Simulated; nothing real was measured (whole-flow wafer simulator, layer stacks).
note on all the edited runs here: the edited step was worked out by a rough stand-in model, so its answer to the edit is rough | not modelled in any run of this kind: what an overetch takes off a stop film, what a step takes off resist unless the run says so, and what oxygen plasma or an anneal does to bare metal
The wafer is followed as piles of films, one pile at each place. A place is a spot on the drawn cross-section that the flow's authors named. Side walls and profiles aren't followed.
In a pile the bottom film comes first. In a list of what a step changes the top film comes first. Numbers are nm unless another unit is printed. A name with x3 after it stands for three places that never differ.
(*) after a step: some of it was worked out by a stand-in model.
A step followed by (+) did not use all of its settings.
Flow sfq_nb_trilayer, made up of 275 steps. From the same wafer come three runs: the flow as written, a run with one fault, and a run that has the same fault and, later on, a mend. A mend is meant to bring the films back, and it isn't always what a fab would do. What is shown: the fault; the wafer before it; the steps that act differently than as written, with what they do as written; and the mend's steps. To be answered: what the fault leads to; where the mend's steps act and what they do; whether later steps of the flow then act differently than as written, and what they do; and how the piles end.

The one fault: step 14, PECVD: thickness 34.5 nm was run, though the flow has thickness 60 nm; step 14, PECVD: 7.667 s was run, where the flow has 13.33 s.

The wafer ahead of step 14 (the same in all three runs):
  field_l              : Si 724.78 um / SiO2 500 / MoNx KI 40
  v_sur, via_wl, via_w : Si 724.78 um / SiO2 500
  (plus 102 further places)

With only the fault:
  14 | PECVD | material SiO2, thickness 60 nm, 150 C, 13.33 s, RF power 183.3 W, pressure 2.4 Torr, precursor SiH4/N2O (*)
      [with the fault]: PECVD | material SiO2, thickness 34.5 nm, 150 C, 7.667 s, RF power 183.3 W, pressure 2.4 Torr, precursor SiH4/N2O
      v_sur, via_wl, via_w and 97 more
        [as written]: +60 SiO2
        [with the fault]: +34.5 SiO2
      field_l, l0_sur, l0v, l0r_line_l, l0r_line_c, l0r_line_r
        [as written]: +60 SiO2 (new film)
        [with the fault]: +34.5 SiO2 (new film)
  Steps further on in the flow that do not act as written (10 other steps are not shown; they differ only slightly, by no more than 2% or 0.5 nm, whichever is larger):
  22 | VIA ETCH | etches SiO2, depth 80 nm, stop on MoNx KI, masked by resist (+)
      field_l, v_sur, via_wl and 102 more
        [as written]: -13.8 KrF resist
        [with the fault]: -8.88 KrF resist
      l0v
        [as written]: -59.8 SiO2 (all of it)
        [with the fault]: -34.3 SiO2 (all of it)
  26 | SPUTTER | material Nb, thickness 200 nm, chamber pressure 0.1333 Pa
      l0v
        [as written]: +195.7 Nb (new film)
        [with the fault]: +200 Nb (new film)
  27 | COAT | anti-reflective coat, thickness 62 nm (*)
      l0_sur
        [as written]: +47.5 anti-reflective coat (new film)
        [with the fault]: +50.3 anti-reflective coat (new film)
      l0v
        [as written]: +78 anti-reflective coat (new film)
        [with the fault]: +70 anti-reflective coat (new film)
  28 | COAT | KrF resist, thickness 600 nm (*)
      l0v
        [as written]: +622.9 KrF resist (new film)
        [with the fault]: +607.1 KrF resist (new film)
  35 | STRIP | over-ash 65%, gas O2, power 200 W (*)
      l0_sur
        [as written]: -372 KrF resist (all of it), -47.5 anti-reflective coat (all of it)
        [with the fault]: -373.5 KrF resist (all of it), -50.3 anti-reflective coat (all of it)
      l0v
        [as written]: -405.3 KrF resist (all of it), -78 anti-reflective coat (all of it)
        [with the fault]: -389.5 KrF resist (all of it), -70 anti-reflective coat (all of it)
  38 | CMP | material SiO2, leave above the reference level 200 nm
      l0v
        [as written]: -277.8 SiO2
        [with the fault]: -307.6 SiO2
  By the end, the piles at field_l, v_sur, via_wl and 100 more depart from the flow's by more than 2% or 0.5 nm, whichever is larger.
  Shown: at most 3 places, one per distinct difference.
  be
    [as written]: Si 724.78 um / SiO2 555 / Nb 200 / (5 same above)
    [with the fault]: Si 724.78 um / SiO2 529.5 / Nb 200 / (5 same above)
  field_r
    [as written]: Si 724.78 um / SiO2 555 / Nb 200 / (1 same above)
    [with the fault]: Si 724.78 um / SiO2 529.5 / Nb 200 / (1 same above)
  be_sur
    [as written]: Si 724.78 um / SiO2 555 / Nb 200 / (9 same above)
    [with the fault]: Si 724.78 um / SiO2 529.5 / Nb 200 / (9 same above)

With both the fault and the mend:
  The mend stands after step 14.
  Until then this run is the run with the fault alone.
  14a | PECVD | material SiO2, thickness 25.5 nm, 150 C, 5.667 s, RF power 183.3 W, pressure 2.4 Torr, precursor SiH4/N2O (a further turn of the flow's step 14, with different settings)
      field_l, v_sur, via_wl and 103 more
        +25.5 SiO2
  None of the later steps of the flow differs from how it acts as written, at any place that is followed, by more than 2% or 0.5 nm, whichever is larger.
  At every place that both follow, the piles at the end match the flow's.
